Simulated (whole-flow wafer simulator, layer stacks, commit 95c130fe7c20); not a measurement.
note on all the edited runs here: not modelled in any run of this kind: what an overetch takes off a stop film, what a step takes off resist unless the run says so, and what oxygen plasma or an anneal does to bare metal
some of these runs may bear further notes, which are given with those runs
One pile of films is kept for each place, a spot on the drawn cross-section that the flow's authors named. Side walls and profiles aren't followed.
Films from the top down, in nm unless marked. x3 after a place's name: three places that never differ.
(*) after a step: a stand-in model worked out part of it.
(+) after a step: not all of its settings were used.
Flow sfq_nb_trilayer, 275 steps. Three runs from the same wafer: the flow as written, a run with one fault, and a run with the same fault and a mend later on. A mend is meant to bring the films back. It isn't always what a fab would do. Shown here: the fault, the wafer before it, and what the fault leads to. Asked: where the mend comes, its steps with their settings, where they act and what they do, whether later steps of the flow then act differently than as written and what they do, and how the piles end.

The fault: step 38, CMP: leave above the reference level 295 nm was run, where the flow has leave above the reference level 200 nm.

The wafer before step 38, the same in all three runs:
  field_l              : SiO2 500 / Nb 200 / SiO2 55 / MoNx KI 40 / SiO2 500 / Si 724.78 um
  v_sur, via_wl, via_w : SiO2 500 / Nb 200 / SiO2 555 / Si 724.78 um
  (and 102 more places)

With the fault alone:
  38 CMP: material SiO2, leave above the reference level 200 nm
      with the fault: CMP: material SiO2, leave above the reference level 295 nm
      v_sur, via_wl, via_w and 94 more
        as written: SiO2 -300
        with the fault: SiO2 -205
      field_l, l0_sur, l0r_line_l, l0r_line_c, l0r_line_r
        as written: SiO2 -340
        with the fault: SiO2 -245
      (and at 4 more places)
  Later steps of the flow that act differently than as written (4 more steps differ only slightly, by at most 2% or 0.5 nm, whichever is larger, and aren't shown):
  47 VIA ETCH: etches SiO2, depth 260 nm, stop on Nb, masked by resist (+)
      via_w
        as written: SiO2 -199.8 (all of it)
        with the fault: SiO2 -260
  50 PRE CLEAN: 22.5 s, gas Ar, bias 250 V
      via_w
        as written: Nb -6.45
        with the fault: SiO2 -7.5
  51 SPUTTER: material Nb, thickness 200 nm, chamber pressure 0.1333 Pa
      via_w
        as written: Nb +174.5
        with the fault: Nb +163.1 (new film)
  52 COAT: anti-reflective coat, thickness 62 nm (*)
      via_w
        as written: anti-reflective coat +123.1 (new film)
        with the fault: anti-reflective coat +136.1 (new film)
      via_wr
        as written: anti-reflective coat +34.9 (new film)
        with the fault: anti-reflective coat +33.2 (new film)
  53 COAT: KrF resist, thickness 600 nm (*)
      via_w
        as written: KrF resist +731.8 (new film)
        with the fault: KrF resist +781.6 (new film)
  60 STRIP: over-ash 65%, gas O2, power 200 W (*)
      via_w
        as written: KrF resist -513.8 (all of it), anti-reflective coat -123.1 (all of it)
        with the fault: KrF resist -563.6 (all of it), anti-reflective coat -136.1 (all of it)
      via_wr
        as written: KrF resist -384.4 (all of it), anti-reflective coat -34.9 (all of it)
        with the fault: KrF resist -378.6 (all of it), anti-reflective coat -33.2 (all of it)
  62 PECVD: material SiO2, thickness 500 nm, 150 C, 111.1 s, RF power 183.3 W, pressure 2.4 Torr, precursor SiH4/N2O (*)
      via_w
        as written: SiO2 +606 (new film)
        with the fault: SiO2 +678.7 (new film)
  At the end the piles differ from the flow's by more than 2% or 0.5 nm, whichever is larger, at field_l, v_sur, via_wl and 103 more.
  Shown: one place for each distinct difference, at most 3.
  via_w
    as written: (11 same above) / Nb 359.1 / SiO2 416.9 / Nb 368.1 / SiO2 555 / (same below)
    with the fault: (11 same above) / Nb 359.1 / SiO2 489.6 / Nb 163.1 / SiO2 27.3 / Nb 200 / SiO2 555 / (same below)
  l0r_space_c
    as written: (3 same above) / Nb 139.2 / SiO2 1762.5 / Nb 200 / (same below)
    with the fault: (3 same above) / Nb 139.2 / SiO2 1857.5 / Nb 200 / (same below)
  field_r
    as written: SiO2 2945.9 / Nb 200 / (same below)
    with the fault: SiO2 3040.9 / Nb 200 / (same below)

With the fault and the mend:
  The mend comes after step 45.
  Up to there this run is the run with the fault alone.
  45a STRIP: over-ash 65%, gas O2, power 200 W (*)
      field_l, v_sur, via_wl and 102 more
        KrF resist -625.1 (all of it), anti-reflective coat -62 (all of it)
      via_w
        anti-reflective coat -62 (all of it)
  45b CMP: material SiO2, leave above the reference level 200 nm (the flow's step 38 once more)
      field_l, v_sur, via_wl and 103 more
        SiO2 -95
  45c COAT: anti-reflective coat, thickness 62 nm (the flow's step 40 once more)
      field_l, v_sur, via_wl and 103 more
        anti-reflective coat +62 (new film)
  45d COAT: KrF resist, thickness 650 nm (the flow's step 41 once more)
      field_l, v_sur, via_wl and 103 more
        KrF resist +650 (new film)
  45e SOFTBAKE: KrF resist (the flow's step 42 once more)
      changes no film at any place that is followed
  45f EXPOSE: photomask I0, dose 11.91 mJ/cm2, NA 0.6, wavelength 248 nm (*) (the flow's step 43 once more)
      changes no film at any place that is followed
  45g PEB: KrF resist, 90 s (the flow's step 44 once more)
      field_l, v_sur, via_wl and 103 more
        KrF resist -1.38
  45h DEVELOP: KrF resist, thickness 650 nm, 60 s (the flow's step 45 once more)
      field_l, v_sur, via_wl and 102 more
        KrF resist -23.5
      via_w
        KrF resist -648.6 (all of it)
  No later step of the flow acts differently than as written at any place that is followed.
  At the end the piles are the same as the flow's at every place that both follow.
